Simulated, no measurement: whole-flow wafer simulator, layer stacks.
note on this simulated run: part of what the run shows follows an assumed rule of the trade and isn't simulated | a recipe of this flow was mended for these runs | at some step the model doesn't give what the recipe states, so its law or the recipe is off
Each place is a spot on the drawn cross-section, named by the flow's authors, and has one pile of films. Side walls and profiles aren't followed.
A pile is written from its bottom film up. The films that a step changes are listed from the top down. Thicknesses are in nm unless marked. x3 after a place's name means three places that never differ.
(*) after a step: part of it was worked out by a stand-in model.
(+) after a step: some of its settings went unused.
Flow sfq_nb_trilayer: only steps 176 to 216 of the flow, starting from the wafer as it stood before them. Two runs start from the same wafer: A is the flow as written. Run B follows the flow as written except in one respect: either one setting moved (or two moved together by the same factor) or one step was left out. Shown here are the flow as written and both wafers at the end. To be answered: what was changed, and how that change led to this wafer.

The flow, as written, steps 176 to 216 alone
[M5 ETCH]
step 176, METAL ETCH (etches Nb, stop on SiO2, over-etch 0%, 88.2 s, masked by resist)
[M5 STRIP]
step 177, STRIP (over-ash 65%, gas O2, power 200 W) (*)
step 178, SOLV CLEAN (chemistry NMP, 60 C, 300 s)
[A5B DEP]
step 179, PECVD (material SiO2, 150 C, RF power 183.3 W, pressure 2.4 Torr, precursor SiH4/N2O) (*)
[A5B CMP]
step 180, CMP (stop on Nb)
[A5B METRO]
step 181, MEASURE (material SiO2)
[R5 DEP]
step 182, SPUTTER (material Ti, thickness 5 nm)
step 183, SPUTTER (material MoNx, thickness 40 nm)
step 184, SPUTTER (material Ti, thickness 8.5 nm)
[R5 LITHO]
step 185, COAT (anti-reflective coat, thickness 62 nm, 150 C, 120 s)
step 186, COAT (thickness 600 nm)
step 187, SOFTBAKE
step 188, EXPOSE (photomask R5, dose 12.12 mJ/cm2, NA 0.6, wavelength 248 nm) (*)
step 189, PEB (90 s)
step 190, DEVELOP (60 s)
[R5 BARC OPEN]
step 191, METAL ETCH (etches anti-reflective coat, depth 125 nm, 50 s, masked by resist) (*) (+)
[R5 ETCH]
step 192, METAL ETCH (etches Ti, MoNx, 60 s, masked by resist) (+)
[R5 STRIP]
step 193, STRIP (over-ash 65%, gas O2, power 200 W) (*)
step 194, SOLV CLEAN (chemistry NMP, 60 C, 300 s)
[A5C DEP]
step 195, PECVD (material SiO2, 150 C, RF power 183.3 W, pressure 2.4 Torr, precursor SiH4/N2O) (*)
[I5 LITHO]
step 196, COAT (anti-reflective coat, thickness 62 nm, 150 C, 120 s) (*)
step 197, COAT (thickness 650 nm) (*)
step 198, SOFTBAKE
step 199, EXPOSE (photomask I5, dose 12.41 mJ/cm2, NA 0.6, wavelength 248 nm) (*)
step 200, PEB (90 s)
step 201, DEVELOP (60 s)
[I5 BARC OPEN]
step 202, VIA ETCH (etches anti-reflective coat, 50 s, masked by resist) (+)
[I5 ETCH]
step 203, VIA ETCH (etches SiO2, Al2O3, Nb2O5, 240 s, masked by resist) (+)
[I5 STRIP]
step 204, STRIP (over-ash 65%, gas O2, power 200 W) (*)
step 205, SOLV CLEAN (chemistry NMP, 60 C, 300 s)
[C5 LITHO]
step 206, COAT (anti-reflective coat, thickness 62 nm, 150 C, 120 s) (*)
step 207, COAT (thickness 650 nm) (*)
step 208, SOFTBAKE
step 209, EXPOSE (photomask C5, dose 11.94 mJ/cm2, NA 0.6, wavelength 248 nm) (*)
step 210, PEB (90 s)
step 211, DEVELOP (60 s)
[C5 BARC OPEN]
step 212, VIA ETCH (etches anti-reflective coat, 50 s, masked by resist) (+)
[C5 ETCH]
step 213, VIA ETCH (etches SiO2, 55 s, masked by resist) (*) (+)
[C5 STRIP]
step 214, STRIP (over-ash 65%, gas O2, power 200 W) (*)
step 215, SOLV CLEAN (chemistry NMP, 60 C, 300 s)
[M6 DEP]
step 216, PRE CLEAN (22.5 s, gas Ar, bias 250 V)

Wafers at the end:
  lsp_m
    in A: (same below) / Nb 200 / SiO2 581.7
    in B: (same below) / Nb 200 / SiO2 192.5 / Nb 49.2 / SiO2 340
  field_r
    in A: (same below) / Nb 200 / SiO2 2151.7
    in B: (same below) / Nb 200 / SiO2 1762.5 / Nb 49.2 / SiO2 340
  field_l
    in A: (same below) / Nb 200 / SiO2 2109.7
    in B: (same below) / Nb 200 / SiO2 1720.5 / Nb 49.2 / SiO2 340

Cause: step 176, METAL ETCH: 44.1 s was run, though the flow has 88.2 s.

How this came from the change, step by step:
  step 176, METAL ETCH (etches Nb, stop on SiO2, over-etch 0%, 88.2 s, masked by resist)
      field_l, res, r_end and 47 more: A Al2O3 loses 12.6 (all of it), Nb2O5 loses 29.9 (all of it), Nb loses 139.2 (all of it), SiO2 loses 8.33 | B Al2O3 loses 12.6 (all of it), Nb2O5 loses 29.9 (all of it), Nb loses 90
      r_sur, wl_a_sl, wl_a_m6: A Al2O3 loses 12.5 (all of it), Nb2O5 loses 29.9 (all of it), Nb loses 139.2 (all of it), SiO2 loses 8.33 | B Al2O3 loses 12.5 (all of it), Nb2O5 loses 29.9 (all of it), Nb loses 90
      (also at 53 further places)
  step 177, STRIP (over-ash 65%, gas O2, power 200 W) (*)
      l0r_line_l x3, l0r_space_c x19, m0r_space_l x2 and 6 more: A KrF-resist-other-grade loses 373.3 (all of it), anti-reflective coat loses 62 (all of it) | B KrF-resist-other-grade loses 439.5 (all of it), anti-reflective coat loses 62 (all of it)
      v_sur: A KrF-resist-other-grade loses 366.5 (all of it), anti-reflective coat loses 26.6 (all of it) | B KrF-resist-other-grade loses 432.7 (all of it), anti-reflective coat loses 26.6 (all of it)
      (also at 22 further places)
  step 179, PECVD (material SiO2, 150 C, RF power 183.3 W, pressure 2.4 Torr, precursor SiH4/N2O) (*)
      field_l, lsp_m, ln_m6 and 44 more: A SiO2 gains 600 | B SiO2 gains 600 (new film)
      r_sur, res, r_end, moat, field_r, lsp_l: A SiO2 gains 593.1 | B SiO2 gains 600 (new film)
  step 180, CMP (stop on Nb)
      field_l, lsp_m, ln_m6 and 42 more: A SiO2 loses 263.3 | B SiO2 loses 320.9
      res, r_end, moat, field_r, lsp_l: A SiO2 loses 256.4 | B SiO2 loses 320.9
      (also at 3 further places)
Taking metal films that touch as one body, lsp_m has 3 bodies (between them, from the top down: SiO2 192.5; SiO2 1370); the flow as written gives 2 bodies (between them, from the top down: SiO2 1370).
Taking metal films that touch as one body, field_r has 2 bodies (between them, from the top down: SiO2 1762.5); the flow as written gives 1 body.
Taking metal films that touch as one body, field_l has 3 bodies (between them, from the top down: SiO2 1720.5; SiO2 55); the flow as written gives 2 bodies (between them, from the top down: SiO2 55).
